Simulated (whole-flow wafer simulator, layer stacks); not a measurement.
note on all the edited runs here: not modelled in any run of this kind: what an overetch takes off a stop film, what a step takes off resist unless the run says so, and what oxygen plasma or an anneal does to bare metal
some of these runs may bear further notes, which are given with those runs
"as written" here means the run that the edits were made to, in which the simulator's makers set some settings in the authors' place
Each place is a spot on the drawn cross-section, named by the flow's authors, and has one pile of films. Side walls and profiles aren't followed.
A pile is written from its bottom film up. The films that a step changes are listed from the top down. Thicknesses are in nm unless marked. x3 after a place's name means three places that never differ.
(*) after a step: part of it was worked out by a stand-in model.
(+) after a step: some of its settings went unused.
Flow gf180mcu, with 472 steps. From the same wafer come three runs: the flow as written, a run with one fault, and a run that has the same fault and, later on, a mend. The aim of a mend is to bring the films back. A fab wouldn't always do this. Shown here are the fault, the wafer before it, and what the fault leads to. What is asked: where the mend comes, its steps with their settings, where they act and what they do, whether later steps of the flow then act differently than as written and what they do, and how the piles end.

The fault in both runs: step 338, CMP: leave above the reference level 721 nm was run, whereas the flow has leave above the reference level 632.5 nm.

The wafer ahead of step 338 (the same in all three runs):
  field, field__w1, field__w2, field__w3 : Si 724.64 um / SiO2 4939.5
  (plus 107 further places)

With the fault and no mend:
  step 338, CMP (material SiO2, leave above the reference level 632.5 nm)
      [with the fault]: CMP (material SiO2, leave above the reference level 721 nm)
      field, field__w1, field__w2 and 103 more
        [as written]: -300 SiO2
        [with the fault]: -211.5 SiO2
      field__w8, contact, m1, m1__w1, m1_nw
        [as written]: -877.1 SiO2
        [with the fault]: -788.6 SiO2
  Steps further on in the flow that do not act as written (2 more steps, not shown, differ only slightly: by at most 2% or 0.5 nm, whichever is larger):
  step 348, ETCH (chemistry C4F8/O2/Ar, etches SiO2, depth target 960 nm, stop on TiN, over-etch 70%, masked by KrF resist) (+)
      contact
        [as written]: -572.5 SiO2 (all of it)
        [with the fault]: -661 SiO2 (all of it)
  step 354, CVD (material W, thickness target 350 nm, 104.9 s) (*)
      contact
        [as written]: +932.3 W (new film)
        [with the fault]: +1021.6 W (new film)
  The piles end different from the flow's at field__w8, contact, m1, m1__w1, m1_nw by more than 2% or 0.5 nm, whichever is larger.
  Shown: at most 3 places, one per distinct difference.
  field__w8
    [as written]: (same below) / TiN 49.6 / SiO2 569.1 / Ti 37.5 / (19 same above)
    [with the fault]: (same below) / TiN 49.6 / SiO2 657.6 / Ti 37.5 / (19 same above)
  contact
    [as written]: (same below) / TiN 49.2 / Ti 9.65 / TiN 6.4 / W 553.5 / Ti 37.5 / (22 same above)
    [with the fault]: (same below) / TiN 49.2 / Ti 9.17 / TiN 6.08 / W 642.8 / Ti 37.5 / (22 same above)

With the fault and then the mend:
  The mend stands after step 346.
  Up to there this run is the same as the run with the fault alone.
  step 346a, STRIP (chemistry O2/N2, power 2160 W, pressure 1700 mTorr) (*)
      field, field__w1, field__w2 and 107 more
        -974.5 KrF resist (all of it), -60 anti-reflective coat (all of it)
      contact
        -60 anti-reflective coat (all of it)
  step 346b, CMP (material SiO2, leave above the reference level 632.5 nm) (the flow's step 338 again)
      field, field__w1, field__w2 and 108 more
        -88.5 SiO2
  step 346c, HMDS (120 C, 60 s) (the flow's step 340 again)
      leaves every film unchanged at each place that is followed
  step 346d, COAT (anti-reflective coat, thickness 60 nm, 182 C, 71 s) (the flow's step 341 again)
      field, field__w1, field__w2 and 108 more
        +60 anti-reflective coat (new film)
  step 346e, COAT (KrF resist, thickness 1000 nm) (the flow's step 342 again)
      field, field__w1, field__w2 and 108 more
        +1000 KrF resist (new film)
  step 346f, SOFTBAKE (KrF resist) (the flow's step 343 again)
      leaves every film unchanged at each place that is followed
  step 346g, EXPOSE (photomask Via3) (the flow's step 344 again)
      leaves every film unchanged at each place that is followed
  step 346h, PEB (KrF resist, 135 C, 90 s) (the flow's step 345 again)
      field, field__w1, field__w2 and 108 more
        -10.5 KrF resist
  step 346i, DEVELOP (KrF resist, thickness 1000 nm, 60 s) (the flow's step 346 again)
      field, field__w1, field__w2 and 107 more
        -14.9 KrF resist
      contact
        -989.5 KrF resist (all of it)
  Every later step of the flow that is run acts as written at every place that is followed.
  At every place that both follow, the piles at the end match the flow's.
